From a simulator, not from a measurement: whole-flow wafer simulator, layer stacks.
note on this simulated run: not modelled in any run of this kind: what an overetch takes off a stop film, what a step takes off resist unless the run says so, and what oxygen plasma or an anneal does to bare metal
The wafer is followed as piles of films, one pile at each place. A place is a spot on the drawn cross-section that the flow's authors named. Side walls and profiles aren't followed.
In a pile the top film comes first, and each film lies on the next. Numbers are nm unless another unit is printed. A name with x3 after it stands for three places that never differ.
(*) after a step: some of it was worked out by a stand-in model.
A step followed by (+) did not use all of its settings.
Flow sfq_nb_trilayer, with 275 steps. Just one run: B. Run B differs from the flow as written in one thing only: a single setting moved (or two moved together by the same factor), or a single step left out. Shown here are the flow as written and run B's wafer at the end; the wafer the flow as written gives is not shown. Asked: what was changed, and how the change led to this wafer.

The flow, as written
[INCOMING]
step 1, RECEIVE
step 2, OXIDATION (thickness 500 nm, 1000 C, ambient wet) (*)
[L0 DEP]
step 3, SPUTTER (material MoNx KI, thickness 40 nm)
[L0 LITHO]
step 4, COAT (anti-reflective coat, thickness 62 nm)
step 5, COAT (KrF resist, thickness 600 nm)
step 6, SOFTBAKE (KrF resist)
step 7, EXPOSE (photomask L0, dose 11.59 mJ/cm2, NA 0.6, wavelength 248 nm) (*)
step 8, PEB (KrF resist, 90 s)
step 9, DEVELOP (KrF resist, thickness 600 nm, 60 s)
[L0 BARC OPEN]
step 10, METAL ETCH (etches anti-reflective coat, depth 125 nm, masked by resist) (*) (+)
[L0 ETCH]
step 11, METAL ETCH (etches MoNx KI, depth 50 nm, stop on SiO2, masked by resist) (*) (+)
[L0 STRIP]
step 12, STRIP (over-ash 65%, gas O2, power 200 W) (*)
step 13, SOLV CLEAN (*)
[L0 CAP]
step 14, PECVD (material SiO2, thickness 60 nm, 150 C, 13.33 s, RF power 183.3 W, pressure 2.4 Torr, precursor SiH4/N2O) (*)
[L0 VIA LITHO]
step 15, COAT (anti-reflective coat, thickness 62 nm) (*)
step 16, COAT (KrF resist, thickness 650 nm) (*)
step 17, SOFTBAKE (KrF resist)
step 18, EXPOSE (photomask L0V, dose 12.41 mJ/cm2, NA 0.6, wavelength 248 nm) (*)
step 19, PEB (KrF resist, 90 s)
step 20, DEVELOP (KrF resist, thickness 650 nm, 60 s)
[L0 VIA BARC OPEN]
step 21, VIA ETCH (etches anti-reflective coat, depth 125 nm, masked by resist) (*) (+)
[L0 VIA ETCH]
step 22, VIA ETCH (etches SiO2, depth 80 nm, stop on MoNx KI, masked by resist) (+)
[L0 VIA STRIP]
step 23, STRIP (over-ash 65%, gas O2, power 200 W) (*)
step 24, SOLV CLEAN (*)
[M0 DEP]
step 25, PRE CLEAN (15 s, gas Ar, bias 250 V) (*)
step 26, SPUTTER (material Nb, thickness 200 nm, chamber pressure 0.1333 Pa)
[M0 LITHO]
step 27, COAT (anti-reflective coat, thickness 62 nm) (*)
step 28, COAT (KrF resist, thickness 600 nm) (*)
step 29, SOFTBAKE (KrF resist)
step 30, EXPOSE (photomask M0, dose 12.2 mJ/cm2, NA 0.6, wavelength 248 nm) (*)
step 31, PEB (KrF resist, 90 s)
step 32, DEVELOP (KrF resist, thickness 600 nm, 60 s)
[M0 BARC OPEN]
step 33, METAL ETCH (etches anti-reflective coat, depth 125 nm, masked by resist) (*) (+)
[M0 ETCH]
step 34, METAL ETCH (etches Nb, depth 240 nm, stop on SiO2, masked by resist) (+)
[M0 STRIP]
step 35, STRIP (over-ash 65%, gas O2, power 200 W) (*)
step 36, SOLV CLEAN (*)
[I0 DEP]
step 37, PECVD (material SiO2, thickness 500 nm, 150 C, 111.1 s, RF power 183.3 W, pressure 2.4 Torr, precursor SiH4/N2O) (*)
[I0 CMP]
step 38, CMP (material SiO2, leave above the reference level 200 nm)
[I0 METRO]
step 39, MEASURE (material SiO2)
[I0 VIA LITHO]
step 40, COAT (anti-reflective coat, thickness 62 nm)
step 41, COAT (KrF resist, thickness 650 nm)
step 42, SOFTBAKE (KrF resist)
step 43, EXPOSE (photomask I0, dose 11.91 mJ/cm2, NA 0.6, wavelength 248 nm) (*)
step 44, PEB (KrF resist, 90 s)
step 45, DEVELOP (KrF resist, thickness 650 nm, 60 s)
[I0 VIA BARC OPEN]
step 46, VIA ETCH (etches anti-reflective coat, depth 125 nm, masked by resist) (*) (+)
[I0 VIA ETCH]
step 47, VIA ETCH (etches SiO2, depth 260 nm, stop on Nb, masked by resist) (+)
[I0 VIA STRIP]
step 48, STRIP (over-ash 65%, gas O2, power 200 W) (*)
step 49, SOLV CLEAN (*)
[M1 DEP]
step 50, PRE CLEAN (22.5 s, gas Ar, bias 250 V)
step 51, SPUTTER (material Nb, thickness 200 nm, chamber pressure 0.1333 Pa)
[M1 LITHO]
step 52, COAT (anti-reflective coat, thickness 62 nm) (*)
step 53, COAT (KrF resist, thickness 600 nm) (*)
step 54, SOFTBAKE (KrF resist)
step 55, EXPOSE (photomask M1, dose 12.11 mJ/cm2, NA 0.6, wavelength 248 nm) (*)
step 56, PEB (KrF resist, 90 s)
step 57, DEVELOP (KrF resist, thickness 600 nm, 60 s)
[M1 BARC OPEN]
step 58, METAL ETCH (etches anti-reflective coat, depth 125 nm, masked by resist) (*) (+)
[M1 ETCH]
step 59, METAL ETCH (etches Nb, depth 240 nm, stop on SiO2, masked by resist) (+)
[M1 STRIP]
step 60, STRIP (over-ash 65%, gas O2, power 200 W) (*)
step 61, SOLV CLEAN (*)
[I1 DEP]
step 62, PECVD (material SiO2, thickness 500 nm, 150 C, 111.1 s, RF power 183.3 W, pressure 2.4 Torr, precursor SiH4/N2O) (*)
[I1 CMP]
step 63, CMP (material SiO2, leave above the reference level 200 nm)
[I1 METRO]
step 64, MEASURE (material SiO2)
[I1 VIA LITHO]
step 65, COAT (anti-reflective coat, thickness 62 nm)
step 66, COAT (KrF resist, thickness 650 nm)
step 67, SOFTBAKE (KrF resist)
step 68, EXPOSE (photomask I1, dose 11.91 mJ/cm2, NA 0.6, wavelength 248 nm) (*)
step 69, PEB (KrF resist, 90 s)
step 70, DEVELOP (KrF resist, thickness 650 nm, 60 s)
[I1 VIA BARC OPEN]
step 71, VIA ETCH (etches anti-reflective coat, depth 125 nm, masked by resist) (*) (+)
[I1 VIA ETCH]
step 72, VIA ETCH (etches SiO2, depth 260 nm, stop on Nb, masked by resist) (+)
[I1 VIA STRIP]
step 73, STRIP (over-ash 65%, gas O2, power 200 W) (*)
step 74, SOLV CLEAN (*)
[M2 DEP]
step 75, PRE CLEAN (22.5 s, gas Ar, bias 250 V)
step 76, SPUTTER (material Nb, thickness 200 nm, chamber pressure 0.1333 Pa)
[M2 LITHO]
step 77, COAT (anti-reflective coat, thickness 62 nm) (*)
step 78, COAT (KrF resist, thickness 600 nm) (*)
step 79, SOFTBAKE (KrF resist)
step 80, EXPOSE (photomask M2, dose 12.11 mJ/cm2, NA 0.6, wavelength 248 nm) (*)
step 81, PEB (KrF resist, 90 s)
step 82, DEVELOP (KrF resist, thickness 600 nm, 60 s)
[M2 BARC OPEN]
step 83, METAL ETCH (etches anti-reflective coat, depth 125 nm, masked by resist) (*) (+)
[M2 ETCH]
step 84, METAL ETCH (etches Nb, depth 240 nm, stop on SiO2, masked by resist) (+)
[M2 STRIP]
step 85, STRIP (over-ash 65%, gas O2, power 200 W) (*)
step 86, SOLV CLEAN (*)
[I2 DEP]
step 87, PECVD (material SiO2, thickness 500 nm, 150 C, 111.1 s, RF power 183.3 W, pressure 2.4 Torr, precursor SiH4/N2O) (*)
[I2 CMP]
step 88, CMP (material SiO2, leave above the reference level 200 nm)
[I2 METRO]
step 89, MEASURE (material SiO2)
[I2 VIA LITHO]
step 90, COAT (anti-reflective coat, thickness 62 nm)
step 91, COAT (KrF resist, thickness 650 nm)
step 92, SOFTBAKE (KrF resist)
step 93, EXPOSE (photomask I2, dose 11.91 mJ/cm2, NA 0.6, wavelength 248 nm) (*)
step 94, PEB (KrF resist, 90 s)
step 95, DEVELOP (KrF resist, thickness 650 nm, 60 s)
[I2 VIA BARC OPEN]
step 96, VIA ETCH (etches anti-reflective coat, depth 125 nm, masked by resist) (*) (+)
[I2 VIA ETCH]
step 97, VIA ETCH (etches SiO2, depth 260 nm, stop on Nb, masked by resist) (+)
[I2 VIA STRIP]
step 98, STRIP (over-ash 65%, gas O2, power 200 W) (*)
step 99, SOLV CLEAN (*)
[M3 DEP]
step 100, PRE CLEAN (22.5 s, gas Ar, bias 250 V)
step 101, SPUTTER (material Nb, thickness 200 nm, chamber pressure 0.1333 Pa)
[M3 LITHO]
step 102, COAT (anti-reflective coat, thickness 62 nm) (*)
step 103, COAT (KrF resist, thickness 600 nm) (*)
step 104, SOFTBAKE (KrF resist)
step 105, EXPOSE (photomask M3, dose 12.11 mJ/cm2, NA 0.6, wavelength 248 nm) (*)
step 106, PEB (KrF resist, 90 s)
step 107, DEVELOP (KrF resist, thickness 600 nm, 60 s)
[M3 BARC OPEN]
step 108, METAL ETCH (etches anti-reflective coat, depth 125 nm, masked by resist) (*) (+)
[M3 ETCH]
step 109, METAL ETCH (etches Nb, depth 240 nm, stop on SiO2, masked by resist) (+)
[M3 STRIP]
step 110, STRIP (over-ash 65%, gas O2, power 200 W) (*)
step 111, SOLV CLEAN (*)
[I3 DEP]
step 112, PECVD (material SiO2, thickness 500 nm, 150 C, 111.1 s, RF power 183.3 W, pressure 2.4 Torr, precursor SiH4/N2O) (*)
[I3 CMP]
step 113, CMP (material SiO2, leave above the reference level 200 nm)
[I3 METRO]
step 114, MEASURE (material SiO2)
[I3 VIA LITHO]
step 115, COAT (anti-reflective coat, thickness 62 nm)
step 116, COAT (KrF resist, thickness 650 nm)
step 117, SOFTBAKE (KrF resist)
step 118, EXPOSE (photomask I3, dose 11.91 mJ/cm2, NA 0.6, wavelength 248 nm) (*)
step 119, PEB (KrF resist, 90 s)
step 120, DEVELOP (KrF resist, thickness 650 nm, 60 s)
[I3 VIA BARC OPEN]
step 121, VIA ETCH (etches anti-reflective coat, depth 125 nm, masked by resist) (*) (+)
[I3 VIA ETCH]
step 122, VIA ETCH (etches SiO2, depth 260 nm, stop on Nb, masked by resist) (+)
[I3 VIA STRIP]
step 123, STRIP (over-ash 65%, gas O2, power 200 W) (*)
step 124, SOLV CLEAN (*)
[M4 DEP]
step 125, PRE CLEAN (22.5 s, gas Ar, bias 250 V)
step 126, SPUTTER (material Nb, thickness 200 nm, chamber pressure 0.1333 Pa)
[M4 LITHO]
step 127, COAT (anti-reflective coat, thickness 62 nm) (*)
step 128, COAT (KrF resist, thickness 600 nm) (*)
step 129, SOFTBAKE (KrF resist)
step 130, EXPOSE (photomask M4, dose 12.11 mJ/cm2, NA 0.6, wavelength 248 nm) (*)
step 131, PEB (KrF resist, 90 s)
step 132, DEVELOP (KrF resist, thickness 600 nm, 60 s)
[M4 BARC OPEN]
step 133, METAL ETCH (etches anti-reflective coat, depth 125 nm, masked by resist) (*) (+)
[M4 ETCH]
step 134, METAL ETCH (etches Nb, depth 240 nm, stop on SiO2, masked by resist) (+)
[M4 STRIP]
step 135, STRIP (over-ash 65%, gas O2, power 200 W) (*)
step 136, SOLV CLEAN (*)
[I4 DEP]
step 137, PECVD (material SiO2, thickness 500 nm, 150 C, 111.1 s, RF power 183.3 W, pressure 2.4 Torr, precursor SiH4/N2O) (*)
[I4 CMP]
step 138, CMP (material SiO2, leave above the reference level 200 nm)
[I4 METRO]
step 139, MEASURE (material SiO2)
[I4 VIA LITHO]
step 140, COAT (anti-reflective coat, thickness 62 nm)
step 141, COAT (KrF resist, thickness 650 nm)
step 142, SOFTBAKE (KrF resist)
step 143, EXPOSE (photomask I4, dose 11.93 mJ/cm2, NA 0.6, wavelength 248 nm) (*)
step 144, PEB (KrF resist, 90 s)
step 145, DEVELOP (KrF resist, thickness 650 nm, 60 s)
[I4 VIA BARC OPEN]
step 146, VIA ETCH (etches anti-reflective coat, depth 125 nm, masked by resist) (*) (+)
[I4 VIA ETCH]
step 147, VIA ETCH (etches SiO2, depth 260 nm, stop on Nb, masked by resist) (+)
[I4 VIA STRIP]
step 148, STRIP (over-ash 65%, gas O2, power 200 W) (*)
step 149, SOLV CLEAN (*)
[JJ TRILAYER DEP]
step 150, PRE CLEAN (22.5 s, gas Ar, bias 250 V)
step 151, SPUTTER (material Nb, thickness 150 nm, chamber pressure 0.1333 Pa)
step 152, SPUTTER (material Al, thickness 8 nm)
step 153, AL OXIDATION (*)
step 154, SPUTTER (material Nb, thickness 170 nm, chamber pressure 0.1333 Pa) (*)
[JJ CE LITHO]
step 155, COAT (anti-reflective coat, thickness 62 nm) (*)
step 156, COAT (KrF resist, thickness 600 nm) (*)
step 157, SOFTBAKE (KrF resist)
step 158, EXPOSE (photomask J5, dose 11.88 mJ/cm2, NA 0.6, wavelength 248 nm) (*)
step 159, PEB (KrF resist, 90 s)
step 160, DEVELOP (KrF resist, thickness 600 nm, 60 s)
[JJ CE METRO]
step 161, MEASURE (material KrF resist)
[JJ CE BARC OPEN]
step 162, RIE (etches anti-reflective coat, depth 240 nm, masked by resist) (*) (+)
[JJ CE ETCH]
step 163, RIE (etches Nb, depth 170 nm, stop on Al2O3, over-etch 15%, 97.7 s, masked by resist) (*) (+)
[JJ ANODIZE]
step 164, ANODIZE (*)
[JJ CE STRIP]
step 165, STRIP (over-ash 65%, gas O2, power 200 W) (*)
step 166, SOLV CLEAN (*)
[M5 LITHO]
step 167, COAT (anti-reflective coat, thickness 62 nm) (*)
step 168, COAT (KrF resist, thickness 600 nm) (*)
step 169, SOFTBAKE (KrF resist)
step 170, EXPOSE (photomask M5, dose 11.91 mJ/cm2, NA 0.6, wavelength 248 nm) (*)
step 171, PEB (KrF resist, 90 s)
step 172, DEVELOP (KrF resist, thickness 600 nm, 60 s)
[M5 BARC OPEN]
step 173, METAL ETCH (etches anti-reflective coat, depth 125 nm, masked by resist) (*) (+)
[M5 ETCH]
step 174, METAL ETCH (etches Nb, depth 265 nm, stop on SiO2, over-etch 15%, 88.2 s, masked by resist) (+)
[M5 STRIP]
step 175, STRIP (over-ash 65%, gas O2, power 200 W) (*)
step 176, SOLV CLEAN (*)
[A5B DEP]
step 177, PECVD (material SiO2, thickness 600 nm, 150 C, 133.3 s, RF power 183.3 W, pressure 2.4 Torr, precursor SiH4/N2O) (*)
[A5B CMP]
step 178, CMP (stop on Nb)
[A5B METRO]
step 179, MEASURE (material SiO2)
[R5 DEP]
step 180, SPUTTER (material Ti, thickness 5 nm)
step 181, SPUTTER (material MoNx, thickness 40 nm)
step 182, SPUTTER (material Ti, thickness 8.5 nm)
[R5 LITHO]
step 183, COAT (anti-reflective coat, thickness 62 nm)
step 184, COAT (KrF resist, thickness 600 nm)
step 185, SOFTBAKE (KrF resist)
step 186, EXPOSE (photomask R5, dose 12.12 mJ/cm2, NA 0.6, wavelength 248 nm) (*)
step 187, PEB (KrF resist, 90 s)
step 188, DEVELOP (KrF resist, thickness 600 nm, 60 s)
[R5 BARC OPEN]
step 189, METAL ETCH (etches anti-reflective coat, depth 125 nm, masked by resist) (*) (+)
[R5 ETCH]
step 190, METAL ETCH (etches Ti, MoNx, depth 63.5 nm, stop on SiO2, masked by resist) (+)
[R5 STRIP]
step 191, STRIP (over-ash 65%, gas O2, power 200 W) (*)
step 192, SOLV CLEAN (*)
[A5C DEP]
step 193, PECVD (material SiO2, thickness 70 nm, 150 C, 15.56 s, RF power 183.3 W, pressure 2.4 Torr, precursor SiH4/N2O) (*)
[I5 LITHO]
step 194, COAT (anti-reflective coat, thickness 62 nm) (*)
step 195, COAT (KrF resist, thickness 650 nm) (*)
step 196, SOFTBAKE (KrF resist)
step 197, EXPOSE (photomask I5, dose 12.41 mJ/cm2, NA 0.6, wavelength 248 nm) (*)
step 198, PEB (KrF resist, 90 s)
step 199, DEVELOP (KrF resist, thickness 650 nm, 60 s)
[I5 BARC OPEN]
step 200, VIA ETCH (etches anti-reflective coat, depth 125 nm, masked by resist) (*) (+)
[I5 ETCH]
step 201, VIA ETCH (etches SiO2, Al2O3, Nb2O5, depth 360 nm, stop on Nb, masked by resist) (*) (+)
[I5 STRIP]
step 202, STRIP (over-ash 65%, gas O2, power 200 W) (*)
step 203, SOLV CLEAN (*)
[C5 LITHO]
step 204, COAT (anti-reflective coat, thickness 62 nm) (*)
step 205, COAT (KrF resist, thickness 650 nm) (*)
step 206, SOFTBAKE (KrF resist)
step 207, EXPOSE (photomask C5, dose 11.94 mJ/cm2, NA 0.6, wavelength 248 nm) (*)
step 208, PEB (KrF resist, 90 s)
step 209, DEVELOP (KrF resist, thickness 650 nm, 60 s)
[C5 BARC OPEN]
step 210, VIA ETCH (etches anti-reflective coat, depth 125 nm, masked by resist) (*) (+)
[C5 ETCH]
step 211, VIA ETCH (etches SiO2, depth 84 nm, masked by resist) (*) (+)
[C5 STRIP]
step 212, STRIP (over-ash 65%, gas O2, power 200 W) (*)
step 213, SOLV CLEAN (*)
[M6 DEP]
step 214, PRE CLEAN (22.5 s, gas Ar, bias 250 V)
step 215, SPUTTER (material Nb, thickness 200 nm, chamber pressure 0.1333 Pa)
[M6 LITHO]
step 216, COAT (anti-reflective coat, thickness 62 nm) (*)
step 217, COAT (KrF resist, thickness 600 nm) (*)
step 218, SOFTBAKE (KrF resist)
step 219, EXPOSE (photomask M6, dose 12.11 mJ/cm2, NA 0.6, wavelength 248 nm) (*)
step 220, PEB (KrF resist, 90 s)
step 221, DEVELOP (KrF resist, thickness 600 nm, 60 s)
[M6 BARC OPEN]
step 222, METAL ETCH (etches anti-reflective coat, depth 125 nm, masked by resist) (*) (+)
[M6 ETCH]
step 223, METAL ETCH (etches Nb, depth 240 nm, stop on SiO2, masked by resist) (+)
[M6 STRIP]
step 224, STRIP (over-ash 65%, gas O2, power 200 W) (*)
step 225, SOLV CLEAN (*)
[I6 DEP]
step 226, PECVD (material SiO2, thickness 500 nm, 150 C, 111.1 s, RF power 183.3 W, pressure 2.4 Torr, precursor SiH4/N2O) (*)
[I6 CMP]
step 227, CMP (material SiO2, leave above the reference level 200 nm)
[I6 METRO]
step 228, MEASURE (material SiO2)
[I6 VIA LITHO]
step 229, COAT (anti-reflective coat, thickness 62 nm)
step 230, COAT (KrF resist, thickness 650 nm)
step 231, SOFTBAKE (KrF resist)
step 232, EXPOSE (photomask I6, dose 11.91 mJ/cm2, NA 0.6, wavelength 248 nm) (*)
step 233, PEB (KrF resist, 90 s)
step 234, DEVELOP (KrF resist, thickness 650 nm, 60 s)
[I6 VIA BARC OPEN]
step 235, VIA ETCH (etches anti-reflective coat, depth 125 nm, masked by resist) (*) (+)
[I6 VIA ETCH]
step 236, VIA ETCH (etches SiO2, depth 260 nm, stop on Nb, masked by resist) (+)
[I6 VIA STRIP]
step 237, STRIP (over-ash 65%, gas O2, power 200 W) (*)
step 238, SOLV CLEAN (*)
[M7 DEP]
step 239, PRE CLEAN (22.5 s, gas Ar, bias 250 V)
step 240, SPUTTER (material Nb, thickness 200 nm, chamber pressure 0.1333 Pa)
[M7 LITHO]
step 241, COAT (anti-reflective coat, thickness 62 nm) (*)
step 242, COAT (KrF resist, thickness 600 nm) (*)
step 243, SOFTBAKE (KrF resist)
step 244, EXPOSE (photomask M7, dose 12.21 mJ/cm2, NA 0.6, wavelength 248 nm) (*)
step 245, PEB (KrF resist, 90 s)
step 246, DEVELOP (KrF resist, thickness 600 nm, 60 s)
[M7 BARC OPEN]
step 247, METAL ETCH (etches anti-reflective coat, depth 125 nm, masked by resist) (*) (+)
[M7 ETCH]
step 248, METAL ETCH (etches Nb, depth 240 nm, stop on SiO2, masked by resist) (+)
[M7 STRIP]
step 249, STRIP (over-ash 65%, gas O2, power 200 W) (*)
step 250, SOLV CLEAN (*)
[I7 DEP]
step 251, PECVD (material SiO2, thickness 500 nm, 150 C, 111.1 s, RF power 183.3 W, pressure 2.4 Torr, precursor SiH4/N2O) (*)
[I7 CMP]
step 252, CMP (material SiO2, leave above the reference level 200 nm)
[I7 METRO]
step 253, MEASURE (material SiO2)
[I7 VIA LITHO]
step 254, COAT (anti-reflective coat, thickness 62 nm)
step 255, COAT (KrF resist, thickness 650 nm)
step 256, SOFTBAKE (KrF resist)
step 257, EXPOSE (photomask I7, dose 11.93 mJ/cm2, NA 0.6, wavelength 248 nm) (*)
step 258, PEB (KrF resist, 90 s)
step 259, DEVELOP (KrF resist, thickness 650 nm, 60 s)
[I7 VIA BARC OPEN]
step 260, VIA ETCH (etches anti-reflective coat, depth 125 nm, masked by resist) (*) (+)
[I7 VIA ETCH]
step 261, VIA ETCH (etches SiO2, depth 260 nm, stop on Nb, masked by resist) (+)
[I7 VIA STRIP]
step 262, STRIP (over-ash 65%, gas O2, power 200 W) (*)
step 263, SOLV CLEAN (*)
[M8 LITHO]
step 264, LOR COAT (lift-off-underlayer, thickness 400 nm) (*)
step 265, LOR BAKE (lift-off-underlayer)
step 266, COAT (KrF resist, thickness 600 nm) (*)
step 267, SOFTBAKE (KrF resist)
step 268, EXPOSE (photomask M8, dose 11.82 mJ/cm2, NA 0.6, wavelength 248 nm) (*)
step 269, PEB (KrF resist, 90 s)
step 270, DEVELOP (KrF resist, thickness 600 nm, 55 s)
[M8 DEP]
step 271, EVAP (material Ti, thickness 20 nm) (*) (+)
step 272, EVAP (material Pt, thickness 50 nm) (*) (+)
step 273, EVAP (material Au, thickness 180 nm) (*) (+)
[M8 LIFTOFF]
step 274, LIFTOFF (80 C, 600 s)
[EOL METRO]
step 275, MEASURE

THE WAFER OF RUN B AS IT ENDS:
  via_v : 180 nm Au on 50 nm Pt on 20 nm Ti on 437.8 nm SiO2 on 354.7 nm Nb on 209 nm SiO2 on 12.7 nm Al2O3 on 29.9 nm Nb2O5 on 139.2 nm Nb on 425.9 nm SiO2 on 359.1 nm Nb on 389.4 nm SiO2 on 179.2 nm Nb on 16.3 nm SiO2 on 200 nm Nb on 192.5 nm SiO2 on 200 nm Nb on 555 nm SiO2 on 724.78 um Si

The reason: step 72, VIA ETCH: depth 176 nm was run, whereas the flow has depth 260 nm.

The path from the change to this, step by step:
  step 72, VIA ETCH (etches SiO2, depth 260 nm, stop on Nb, masked by resist) (+)
      via_v: SiO2 loses 176 (it would be, as written: SiO2 loses 199.8 (all of it))
      field_l, v_sur, via_wl and 102 more: KrF resist loses 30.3 (it would be, as written: KrF resist loses 44.8)
  step 73, STRIP (over-ash 65%, gas O2, power 200 W) (*)
      field_l, v_sur, via_wl and 102 more: KrF resist loses 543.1 (all of it), anti-reflective coat loses 62 (all of it) (it would be, as written: KrF resist loses 528.6 (all of it), anti-reflective coat loses 62 (all of it))
  step 75, PRE CLEAN (22.5 s, gas Ar, bias 250 V)
      via_v: SiO2 loses 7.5 (it would be, as written: Nb loses 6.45)
  step 76, SPUTTER (material Nb, thickness 200 nm, chamber pressure 0.1333 Pa)
      via_v: Nb gains 179.2 (new film) (it would be, as written: Nb gains 174.5)
  step 77, COAT (anti-reflective coat, thickness 62 nm) (*)
      via_v: anti-reflective coat gains 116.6 (new film) (it would be, as written: anti-reflective coat gains 123.1 (new film))
  step 78, COAT (KrF resist, thickness 600 nm) (*)
      via_v: KrF resist gains 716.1 (new film) (it would be, as written: KrF resist gains 733.7 (new film))
  step 85, STRIP (over-ash 65%, gas O2, power 200 W) (*)
      via_v: KrF resist loses 498.2 (all of it), anti-reflective coat loses 116.6 (all of it) (it would be, as written: KrF resist loses 515.8 (all of it), anti-reflective coat loses 123.1 (all of it))
  step 87, PECVD (material SiO2, thickness 500 nm, 150 C, 111.1 s, RF power 183.3 W, pressure 2.4 Torr, precursor SiH4/N2O) (*)
      via_v: SiO2 gains 554 (new film) (it would be, as written: SiO2 gains 606 (new film))
  step 88, CMP (material SiO2, leave above the reference level 200 nm)
      via_v: SiO2 loses 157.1 (it would be, as written: SiO2 loses 181.6)
If metal films that touch count as one body, via_v has 7 bodies (between them, from the top down: SiO2 437.8; SiO2 209 / Al2O3 12.7 / Nb2O5 29.9; SiO2 425.9; SiO2 389.4; SiO2 16.3; SiO2 192.5); the flow as written gives 6 bodies (between them, from the top down: SiO2 437.8; SiO2 209 / Al2O3 12.7 / Nb2O5 29.9; SiO2 425.9; SiO2 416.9; SiO2 192.5).
